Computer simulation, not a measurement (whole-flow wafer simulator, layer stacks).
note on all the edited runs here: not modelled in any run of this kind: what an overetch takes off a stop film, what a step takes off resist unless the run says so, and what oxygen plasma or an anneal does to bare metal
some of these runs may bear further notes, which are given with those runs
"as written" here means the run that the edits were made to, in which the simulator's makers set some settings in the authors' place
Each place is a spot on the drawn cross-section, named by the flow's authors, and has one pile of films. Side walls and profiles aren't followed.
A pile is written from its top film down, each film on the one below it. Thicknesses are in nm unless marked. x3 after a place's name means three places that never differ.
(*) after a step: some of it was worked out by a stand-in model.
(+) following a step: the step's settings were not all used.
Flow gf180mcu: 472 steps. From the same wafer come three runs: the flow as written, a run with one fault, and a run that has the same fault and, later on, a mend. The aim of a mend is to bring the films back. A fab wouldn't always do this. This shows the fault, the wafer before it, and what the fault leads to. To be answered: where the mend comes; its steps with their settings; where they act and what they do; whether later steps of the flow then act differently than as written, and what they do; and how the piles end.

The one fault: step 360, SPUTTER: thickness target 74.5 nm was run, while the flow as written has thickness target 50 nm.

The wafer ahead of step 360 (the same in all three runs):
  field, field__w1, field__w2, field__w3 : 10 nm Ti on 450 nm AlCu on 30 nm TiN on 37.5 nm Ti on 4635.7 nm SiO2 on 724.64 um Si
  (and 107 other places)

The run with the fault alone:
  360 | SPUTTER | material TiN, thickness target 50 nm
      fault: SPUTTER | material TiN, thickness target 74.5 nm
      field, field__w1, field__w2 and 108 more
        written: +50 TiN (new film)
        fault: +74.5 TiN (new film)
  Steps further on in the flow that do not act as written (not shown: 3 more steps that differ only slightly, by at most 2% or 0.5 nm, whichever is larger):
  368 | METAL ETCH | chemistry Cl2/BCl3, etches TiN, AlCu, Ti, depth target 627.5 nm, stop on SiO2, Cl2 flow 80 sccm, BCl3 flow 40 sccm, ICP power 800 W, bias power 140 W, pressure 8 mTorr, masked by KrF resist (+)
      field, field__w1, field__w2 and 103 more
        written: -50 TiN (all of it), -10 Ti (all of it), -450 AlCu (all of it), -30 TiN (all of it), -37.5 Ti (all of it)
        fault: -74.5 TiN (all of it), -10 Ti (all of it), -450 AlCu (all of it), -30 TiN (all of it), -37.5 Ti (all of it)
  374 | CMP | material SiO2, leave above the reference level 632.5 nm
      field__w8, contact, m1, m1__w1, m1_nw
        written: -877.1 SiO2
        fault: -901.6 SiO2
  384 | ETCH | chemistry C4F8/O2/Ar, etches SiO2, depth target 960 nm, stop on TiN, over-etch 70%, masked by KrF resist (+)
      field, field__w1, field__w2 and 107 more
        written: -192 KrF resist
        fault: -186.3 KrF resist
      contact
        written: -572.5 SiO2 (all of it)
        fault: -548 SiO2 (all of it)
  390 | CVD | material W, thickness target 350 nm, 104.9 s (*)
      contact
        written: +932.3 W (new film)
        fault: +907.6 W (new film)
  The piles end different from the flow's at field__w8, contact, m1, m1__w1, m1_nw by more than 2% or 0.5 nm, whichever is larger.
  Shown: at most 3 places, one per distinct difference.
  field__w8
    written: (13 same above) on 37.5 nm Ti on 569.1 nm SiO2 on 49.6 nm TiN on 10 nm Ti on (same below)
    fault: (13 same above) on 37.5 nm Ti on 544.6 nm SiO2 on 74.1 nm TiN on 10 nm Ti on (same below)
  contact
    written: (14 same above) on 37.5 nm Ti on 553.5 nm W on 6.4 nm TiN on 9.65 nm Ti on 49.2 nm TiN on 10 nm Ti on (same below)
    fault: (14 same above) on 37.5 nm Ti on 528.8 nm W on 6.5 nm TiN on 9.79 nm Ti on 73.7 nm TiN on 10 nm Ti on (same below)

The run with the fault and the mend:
  After step 360 comes the mend.
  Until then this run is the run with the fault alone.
  360a | METAL ETCH | chemistry Cl2/BCl3, etches TiN, AlCu, Ti, depth target 24.5 nm, Cl2 flow 80 sccm, BCl3 flow 40 sccm, ICP power 800 W, bias power 140 W, pressure 8 mTorr (the flow's step 260, run once more with other settings)
      field, field__w1, field__w2 and 108 more
        -24.5 TiN
  Every later step of the flow that is run acts as written at every place that is followed.
  By the end, the piles equal the flow's at every place that both follow.
